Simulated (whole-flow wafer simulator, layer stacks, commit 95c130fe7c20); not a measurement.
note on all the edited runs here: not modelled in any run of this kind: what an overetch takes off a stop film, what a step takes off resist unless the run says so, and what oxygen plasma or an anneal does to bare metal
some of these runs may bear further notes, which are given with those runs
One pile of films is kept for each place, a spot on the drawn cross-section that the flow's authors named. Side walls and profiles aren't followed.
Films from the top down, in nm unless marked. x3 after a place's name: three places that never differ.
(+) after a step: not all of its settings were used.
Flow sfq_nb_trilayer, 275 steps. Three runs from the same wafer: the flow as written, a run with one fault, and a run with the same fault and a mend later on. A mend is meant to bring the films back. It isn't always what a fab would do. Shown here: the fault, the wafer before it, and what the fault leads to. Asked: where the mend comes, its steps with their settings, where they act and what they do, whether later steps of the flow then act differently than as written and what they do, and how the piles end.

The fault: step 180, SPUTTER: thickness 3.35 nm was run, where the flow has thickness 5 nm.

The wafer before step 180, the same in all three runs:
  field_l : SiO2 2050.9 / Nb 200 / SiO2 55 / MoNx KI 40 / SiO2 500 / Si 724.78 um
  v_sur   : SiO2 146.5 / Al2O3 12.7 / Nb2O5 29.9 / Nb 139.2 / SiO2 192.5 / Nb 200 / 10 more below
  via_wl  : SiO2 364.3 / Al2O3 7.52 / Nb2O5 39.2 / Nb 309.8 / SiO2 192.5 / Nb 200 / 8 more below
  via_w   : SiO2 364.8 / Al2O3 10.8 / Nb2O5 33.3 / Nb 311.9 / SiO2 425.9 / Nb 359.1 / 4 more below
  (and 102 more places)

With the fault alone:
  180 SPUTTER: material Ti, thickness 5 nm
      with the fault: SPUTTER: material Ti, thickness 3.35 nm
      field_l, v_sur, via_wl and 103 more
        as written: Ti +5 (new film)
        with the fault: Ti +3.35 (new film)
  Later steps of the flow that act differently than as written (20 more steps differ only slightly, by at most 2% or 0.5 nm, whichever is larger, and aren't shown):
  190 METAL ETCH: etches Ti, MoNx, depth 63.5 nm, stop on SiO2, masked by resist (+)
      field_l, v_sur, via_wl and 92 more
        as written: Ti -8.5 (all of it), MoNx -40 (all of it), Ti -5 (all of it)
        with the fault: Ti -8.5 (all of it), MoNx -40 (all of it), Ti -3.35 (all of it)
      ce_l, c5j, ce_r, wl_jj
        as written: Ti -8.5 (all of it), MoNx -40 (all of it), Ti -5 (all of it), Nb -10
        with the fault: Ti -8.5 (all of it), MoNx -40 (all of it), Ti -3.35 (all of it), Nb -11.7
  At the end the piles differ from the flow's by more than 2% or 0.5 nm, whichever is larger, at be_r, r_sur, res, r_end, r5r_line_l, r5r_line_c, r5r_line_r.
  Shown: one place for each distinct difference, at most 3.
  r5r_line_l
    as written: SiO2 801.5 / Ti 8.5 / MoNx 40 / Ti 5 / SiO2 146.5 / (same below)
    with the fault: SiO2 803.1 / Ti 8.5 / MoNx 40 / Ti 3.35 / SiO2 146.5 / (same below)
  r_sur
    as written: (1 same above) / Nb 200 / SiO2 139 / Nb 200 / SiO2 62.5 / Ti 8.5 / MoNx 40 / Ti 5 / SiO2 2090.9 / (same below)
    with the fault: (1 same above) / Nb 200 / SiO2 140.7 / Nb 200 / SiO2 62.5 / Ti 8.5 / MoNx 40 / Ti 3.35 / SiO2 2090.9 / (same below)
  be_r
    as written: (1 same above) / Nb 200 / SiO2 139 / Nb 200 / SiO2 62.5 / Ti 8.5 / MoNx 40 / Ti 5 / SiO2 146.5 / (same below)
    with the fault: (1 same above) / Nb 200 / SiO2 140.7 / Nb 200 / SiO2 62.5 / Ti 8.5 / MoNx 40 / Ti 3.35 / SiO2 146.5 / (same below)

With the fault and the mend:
  The mend comes after step 180.
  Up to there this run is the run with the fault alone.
  180a SPUTTER: material Ti, thickness 1.65 nm (the flow's step 180 once more, with other settings)
      field_l, v_sur, via_wl and 103 more
        Ti +1.65
  No later step of the flow acts differently than as written at any place that is followed.
  At the end the piles are the same as the flow's at every place that both follow.
